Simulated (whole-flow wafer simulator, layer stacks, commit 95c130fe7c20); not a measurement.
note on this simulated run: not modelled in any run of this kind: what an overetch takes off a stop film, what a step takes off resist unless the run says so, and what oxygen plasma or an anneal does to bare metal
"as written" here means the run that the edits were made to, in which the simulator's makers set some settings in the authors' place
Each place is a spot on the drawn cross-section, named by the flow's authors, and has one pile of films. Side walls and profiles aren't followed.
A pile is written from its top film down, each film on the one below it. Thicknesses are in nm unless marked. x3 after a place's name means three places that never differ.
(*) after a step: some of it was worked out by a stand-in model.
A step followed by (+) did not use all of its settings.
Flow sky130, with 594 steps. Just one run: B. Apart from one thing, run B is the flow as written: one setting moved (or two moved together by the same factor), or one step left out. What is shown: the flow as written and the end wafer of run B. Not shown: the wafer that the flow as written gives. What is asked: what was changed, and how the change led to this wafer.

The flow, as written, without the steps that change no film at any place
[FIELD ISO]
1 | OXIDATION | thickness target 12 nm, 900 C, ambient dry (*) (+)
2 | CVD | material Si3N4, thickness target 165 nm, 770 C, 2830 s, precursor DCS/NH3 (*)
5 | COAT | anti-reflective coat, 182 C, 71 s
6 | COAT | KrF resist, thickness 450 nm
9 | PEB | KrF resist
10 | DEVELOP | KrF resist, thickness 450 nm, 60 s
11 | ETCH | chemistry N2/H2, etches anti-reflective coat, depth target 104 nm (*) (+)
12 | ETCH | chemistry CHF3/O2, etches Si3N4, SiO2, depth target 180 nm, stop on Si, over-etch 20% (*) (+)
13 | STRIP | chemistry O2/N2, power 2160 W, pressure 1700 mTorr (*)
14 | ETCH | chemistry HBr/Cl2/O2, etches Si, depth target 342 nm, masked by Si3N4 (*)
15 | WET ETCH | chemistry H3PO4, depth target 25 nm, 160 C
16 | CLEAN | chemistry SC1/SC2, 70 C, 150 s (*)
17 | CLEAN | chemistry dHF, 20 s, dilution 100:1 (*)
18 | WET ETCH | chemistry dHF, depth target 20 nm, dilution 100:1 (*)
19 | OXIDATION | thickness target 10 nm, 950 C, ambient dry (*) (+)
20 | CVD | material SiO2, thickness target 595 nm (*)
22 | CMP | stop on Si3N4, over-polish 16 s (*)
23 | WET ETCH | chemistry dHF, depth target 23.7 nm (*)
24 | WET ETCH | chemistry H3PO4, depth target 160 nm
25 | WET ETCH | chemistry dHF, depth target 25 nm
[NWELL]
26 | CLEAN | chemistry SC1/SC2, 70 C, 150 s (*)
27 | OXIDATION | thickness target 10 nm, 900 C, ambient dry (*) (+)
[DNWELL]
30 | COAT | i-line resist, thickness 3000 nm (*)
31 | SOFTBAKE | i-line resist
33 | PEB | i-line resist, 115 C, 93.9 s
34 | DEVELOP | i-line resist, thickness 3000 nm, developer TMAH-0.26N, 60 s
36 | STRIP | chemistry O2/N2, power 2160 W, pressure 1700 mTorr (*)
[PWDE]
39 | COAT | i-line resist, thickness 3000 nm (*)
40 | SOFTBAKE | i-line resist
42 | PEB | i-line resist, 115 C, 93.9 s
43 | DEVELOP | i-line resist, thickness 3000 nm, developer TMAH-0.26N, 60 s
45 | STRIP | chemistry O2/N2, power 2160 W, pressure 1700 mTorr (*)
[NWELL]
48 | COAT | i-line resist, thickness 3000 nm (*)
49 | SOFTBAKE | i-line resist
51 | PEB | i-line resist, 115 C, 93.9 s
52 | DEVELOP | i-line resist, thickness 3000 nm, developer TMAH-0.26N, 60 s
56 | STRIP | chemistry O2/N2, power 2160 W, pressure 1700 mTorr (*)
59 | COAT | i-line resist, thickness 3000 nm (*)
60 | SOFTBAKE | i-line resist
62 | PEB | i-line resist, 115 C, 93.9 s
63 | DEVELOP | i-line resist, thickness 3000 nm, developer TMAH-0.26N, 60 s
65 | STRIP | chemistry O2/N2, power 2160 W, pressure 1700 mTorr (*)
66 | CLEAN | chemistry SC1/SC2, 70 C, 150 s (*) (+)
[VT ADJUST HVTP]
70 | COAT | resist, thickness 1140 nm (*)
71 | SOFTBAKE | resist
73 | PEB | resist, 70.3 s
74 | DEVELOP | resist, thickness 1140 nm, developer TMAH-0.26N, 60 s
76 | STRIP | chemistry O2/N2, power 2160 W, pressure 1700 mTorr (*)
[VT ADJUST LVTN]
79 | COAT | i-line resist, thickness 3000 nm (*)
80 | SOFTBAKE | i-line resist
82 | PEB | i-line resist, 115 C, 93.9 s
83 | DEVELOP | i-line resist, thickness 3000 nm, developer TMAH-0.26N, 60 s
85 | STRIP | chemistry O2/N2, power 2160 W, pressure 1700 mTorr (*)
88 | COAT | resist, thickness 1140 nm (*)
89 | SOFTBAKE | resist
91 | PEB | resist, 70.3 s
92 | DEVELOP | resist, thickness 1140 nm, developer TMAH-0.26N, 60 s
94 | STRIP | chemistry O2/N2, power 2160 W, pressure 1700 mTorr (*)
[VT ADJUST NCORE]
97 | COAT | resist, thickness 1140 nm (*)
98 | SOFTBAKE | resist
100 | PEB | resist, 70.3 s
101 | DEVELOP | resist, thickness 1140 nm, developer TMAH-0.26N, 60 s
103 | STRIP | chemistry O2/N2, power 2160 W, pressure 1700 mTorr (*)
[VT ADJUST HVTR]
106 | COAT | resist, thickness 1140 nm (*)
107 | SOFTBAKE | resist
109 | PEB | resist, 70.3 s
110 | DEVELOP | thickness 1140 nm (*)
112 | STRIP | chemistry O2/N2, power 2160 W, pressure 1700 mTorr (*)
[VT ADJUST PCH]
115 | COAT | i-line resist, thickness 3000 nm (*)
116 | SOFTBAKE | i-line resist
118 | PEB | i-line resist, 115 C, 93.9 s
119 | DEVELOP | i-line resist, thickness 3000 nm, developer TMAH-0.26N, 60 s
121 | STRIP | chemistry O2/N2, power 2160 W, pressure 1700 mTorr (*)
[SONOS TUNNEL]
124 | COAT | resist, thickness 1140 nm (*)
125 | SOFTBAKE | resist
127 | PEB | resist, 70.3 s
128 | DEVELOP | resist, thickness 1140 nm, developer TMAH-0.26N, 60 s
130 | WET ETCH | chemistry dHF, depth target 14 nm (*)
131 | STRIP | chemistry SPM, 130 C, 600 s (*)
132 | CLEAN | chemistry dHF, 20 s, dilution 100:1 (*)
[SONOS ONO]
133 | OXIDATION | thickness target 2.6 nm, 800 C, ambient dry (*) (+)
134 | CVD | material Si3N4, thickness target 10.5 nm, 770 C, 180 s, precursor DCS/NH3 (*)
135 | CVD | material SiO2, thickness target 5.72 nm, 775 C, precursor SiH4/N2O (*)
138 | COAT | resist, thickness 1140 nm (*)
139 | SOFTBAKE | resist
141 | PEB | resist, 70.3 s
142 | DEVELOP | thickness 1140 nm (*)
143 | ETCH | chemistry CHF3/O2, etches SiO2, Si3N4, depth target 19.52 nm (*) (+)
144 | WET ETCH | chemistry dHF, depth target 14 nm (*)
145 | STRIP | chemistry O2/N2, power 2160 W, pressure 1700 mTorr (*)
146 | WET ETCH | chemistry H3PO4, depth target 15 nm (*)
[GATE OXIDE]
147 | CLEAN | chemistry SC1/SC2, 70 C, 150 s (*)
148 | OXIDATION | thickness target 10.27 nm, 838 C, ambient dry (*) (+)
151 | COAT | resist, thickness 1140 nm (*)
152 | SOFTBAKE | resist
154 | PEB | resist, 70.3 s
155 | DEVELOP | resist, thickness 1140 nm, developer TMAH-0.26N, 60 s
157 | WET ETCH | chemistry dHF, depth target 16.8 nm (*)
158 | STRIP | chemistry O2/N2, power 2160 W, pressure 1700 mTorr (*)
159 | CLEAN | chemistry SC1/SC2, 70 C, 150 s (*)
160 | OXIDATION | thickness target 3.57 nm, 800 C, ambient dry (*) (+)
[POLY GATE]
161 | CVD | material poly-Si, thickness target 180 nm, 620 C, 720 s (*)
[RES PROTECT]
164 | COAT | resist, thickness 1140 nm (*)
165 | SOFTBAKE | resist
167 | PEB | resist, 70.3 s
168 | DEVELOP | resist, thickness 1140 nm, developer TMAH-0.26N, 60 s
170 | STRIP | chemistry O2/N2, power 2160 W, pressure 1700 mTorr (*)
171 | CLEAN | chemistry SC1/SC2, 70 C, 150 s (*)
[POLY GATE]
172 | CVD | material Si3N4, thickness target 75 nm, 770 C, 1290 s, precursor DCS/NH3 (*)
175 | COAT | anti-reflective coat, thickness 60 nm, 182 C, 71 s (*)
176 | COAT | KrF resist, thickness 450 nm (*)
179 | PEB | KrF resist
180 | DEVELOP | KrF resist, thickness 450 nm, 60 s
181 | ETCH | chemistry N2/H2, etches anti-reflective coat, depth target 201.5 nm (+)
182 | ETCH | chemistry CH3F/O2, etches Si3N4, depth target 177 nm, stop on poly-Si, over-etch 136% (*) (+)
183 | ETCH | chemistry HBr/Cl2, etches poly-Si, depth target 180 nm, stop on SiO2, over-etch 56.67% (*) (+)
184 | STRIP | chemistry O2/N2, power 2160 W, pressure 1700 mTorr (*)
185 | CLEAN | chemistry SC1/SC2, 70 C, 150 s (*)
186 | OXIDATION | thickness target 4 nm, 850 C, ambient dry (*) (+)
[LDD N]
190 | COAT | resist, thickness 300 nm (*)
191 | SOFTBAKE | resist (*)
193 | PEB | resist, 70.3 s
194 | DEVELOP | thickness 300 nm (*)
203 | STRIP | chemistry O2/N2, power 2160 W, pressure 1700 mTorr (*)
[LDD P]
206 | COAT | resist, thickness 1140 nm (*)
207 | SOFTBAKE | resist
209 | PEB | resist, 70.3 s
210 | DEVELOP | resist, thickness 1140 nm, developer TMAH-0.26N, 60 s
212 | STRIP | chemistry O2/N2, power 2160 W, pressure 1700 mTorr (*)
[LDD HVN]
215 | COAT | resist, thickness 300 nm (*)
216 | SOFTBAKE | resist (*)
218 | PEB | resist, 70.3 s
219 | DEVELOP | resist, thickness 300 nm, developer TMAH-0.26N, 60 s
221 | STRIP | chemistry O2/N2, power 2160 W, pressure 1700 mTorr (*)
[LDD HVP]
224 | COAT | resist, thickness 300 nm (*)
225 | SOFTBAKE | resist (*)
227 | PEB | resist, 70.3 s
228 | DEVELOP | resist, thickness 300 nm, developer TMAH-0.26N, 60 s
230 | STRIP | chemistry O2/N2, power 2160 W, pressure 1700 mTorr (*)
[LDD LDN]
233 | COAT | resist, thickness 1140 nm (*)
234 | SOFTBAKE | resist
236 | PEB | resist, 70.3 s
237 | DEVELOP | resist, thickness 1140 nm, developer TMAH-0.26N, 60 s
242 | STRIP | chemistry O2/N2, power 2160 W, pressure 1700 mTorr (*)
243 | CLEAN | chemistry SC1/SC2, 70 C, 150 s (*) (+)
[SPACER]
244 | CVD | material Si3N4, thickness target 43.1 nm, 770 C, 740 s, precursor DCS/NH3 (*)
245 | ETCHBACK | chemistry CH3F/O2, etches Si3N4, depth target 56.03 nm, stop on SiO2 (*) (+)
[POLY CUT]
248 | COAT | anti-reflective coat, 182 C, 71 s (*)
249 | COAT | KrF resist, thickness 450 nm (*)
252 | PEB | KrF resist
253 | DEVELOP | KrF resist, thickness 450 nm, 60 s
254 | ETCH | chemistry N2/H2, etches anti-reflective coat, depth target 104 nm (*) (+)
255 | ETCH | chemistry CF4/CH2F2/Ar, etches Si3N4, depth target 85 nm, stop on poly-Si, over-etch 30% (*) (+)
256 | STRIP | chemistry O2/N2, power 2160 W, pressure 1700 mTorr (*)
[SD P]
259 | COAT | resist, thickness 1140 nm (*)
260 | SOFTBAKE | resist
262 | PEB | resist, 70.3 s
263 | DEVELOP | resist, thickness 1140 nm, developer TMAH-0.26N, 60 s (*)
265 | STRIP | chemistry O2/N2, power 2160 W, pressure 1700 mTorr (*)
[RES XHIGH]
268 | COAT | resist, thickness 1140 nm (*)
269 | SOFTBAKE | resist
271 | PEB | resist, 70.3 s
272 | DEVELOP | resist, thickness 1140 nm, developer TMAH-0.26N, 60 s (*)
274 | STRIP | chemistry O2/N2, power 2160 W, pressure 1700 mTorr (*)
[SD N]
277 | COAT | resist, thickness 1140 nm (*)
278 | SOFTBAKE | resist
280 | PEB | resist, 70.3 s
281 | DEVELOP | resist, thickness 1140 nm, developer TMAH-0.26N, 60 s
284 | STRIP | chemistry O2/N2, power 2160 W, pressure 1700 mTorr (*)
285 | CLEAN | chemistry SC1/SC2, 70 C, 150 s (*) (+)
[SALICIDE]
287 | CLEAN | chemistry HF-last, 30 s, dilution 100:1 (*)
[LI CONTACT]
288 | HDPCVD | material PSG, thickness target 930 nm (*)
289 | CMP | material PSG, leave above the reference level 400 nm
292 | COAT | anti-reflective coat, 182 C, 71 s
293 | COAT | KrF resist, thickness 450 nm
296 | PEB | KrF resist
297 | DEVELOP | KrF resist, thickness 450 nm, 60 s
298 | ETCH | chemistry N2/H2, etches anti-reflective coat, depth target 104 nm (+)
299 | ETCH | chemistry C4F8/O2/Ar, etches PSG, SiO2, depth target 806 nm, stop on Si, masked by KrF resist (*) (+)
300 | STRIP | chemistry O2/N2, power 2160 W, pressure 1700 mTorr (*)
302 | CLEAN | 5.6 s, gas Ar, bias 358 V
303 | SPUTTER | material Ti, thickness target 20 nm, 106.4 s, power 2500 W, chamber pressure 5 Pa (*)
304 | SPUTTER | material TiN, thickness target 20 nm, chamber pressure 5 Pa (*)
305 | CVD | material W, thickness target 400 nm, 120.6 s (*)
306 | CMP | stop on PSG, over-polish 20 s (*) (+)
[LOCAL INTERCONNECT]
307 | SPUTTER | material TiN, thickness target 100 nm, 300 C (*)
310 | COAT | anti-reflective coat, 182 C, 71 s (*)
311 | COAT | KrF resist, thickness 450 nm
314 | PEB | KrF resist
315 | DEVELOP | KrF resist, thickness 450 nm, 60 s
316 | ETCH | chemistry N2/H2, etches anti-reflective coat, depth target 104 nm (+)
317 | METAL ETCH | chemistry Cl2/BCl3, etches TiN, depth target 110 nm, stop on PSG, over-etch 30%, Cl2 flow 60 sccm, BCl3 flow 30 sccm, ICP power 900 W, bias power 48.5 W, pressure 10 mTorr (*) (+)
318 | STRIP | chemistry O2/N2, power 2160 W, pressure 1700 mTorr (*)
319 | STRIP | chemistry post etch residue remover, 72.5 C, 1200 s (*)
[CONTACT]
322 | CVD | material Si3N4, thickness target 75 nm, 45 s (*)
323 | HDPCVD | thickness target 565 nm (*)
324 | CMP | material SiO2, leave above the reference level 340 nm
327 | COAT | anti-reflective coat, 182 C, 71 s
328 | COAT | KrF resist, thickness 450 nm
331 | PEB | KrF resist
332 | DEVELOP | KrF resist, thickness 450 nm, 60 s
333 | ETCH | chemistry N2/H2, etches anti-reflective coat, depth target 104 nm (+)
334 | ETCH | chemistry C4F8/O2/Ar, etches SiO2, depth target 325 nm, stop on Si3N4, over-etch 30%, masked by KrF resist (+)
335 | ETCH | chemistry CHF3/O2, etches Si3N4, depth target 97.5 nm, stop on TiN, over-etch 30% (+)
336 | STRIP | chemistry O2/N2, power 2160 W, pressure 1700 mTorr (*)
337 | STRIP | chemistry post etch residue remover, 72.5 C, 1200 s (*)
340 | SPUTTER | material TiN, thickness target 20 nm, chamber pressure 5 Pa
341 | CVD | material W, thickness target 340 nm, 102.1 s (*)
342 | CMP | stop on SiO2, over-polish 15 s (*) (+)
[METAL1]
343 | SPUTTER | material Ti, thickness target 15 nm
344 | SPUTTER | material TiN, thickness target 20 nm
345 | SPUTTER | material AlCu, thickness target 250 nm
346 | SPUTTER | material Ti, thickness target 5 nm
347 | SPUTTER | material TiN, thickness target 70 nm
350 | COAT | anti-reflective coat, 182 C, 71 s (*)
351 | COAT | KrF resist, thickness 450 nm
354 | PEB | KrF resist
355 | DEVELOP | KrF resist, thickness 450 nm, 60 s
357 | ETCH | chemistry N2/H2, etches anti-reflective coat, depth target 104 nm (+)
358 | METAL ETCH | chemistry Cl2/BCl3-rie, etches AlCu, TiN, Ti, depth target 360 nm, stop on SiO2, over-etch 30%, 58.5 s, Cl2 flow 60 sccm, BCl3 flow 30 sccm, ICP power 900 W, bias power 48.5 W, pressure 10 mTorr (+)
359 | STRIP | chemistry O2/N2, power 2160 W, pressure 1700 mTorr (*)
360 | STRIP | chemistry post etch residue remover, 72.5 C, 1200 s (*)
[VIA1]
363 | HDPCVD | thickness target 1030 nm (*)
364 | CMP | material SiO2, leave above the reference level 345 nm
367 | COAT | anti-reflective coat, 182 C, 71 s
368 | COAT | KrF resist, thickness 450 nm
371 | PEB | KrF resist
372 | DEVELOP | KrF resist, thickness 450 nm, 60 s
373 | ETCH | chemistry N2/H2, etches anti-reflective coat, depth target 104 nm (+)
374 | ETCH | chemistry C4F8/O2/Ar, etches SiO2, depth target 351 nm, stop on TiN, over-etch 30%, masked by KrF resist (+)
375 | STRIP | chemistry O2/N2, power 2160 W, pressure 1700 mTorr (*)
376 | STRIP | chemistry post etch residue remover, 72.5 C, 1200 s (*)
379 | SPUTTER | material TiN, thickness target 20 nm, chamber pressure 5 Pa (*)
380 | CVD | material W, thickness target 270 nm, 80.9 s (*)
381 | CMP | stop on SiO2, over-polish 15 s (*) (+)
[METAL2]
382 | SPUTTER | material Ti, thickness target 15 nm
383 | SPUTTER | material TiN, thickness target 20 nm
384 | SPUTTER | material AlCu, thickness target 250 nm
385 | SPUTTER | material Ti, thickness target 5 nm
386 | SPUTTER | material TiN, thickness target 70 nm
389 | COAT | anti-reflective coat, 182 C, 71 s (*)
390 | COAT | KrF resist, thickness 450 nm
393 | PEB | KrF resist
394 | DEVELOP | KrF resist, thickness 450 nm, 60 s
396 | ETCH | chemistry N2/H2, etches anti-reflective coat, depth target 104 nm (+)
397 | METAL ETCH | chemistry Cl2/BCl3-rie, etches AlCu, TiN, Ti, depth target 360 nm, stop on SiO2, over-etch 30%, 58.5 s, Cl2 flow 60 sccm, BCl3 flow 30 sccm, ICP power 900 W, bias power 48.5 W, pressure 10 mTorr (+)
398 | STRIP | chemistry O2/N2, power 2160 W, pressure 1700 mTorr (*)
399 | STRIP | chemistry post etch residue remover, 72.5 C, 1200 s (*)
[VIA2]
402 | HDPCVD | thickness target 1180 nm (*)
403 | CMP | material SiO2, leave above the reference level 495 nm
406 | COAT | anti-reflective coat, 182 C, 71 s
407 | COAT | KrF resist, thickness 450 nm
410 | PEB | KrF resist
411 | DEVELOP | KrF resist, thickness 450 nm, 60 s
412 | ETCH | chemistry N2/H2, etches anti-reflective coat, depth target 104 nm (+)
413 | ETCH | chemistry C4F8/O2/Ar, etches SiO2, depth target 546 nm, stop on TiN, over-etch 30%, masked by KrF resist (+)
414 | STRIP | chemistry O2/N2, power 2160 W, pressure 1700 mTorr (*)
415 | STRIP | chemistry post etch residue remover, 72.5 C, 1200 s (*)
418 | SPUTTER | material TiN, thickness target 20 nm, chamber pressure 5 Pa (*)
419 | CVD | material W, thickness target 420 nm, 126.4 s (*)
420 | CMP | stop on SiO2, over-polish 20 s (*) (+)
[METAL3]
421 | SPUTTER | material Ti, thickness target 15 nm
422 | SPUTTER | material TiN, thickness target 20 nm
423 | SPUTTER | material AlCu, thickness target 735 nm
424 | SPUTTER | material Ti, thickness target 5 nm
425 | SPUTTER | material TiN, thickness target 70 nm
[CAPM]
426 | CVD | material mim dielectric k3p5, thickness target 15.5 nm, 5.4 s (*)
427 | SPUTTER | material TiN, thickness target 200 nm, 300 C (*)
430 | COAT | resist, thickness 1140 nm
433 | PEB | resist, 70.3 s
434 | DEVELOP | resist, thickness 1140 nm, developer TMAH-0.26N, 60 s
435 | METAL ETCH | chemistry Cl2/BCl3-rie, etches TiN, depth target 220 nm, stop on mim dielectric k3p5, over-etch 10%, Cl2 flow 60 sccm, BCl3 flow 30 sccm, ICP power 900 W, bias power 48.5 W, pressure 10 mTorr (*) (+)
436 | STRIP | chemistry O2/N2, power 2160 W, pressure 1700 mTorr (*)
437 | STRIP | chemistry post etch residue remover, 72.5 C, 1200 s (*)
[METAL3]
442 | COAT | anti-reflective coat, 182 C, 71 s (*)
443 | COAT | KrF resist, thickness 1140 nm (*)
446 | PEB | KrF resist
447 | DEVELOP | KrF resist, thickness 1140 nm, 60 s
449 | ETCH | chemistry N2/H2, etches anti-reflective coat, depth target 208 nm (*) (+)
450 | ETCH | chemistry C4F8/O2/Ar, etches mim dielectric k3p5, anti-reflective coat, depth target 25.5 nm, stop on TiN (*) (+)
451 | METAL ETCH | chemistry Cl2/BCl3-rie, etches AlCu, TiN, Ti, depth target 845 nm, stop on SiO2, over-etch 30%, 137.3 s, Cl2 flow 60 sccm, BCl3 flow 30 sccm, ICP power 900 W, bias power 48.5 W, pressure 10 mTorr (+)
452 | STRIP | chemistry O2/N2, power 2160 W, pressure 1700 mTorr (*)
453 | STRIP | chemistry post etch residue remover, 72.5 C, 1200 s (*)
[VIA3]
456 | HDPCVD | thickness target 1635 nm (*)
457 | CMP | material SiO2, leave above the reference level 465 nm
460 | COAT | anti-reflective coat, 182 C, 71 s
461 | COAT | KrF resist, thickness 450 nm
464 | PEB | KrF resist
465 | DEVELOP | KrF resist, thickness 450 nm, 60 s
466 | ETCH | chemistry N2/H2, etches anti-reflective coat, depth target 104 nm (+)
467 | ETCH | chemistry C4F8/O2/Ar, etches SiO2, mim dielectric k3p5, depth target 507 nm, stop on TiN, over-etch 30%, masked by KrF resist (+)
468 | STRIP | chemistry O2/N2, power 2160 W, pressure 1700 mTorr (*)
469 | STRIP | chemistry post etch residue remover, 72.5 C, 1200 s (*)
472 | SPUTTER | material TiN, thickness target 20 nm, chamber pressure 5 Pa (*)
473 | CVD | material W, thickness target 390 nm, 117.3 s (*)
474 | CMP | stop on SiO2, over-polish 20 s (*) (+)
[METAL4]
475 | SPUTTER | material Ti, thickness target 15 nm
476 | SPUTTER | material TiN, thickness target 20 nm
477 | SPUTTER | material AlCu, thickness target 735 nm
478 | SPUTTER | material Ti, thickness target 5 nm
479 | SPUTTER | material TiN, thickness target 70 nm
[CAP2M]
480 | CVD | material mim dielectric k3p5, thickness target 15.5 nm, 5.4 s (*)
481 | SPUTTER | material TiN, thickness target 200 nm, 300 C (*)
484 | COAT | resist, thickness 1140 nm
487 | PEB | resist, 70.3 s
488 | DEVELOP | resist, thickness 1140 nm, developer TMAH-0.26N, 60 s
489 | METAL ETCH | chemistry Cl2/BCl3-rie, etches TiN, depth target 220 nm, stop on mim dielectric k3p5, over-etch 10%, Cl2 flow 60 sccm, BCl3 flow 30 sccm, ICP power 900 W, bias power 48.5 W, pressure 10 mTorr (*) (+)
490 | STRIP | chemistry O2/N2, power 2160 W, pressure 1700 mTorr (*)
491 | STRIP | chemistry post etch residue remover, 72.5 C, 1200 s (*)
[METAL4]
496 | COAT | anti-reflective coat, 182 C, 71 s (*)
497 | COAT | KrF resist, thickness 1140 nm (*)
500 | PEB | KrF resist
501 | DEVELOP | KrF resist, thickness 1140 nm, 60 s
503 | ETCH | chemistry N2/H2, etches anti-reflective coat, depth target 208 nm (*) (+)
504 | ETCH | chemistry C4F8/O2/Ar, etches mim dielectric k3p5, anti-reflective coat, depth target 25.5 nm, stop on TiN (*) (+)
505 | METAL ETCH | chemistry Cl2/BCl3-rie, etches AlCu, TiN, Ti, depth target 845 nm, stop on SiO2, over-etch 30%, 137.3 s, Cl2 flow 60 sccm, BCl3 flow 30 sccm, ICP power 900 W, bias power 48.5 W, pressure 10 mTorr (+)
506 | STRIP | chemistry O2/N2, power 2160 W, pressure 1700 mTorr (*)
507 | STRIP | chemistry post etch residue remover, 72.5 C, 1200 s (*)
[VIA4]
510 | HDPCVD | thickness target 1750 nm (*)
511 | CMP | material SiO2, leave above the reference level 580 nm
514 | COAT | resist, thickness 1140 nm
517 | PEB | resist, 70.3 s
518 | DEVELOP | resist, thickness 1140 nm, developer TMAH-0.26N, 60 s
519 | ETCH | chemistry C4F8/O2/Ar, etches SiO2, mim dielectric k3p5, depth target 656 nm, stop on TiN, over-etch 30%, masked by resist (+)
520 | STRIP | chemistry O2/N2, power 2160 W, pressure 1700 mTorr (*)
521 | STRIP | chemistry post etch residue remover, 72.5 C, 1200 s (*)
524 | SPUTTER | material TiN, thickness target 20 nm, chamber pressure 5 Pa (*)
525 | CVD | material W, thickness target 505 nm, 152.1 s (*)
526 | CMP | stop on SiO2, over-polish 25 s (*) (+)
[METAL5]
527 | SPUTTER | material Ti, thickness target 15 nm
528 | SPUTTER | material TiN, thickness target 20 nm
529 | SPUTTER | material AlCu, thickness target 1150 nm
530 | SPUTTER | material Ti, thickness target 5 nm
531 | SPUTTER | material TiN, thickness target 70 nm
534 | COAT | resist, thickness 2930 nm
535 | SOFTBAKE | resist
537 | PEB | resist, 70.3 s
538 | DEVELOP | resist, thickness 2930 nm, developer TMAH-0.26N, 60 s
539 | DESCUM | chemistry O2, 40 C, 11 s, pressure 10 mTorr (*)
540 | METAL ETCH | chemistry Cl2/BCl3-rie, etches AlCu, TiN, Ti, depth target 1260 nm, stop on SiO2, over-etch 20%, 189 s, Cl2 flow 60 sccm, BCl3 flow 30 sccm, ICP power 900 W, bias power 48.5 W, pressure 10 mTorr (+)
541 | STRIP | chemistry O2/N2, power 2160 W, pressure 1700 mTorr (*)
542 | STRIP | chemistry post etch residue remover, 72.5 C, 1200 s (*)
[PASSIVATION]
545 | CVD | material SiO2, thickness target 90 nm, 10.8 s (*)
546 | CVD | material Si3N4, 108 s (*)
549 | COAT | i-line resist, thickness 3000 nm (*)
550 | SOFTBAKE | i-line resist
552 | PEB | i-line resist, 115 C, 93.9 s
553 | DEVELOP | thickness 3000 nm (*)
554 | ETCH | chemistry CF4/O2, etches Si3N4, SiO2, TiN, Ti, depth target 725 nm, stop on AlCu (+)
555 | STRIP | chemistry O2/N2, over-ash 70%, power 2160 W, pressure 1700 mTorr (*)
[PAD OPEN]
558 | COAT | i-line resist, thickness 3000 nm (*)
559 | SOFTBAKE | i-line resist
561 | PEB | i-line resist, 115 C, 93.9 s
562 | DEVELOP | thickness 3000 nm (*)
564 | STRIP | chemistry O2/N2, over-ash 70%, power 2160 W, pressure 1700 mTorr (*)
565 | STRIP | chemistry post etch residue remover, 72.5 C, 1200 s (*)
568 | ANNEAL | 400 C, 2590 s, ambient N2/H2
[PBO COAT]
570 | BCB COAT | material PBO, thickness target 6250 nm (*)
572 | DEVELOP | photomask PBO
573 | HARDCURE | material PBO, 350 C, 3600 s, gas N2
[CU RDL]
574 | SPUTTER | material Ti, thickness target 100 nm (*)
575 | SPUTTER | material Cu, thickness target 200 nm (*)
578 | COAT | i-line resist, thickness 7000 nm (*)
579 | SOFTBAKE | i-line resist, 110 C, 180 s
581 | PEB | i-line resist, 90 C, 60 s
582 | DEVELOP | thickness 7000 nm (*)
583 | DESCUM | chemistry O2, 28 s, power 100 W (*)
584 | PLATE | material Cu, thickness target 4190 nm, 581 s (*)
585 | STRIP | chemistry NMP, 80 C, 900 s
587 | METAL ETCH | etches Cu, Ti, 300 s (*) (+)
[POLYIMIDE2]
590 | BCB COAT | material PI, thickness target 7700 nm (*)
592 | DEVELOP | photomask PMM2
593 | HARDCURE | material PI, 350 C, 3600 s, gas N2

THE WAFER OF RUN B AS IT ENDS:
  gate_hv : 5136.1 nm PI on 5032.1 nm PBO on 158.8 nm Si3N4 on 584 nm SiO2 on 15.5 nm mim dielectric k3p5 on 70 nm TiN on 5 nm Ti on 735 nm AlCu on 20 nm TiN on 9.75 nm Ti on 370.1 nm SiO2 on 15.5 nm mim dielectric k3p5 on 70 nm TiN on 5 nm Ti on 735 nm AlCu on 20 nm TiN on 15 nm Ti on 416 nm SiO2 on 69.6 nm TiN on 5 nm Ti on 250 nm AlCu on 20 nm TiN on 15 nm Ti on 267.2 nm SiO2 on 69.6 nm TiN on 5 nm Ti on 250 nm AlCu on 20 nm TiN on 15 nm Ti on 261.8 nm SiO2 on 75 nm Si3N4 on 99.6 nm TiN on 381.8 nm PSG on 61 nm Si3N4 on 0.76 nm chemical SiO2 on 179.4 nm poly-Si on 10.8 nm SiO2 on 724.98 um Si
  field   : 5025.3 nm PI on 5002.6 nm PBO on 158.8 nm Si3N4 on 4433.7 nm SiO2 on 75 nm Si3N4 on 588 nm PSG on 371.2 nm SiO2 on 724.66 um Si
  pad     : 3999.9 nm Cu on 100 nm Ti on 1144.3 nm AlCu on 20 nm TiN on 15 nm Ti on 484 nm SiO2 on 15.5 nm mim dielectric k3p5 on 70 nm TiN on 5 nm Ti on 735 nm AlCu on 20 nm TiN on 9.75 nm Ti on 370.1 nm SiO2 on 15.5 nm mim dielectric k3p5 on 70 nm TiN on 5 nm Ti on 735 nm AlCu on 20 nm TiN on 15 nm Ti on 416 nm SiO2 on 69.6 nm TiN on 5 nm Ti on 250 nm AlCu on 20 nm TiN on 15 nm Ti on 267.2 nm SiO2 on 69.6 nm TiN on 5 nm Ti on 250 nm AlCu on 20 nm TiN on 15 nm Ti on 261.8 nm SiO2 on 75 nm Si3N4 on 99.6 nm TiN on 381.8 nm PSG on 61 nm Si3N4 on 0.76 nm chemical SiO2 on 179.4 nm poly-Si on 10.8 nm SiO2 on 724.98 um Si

The reason: step 475, SPUTTER: thickness target 9.75 nm was run, whereas the flow has thickness target 15 nm.
The wafer lets one read it off: gate_hv has Ti 9.75, and step 475 as written asks for 15 nm.

How this came from the change, step by step:
  475 | SPUTTER | material Ti, thickness target 15 nm
      field, active, n_well and 189 more: Ti gains 9.75 (new film) (it would be, as written: Ti gains 15 (new film))
  505 | METAL ETCH | chemistry Cl2/BCl3-rie, etches AlCu, TiN, Ti, depth target 845 nm, stop on SiO2, over-etch 30%, 137.3 s, Cl2 flow 60 sccm, BCl3 flow 30 sccm, ICP power 900 W, bias power 48.5 W, pressure 10 mTorr (+)
      field, gate, spacer and 68 more: TiN loses 70 (all of it), Ti loses 5 (all of it), AlCu loses 735 (all of it), TiN loses 20 (all of it), Ti loses 9.75 (all of it), SiO2 loses 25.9 (it would be, as written: TiN loses 70 (all of it), Ti loses 5 (all of it), AlCu loses 735 (all of it), TiN loses 20 (all of it), Ti loses 15 (all of it), SiO2 loses 25.4)
      active, vpp_iso1, mim_edge_plate and 14 more: TiN loses 70 (all of it), Ti loses 5 (all of it), AlCu loses 735 (all of it), TiN loses 20 (all of it), Ti loses 9.75 (all of it), SiO2 loses 25.9 (it would be, as written: TiN loses 70 (all of it), Ti loses 5 (all of it), AlCu loses 735 (all of it), TiN loses 20 (all of it), Ti loses 15 (all of it), SiO2 loses 25.3)
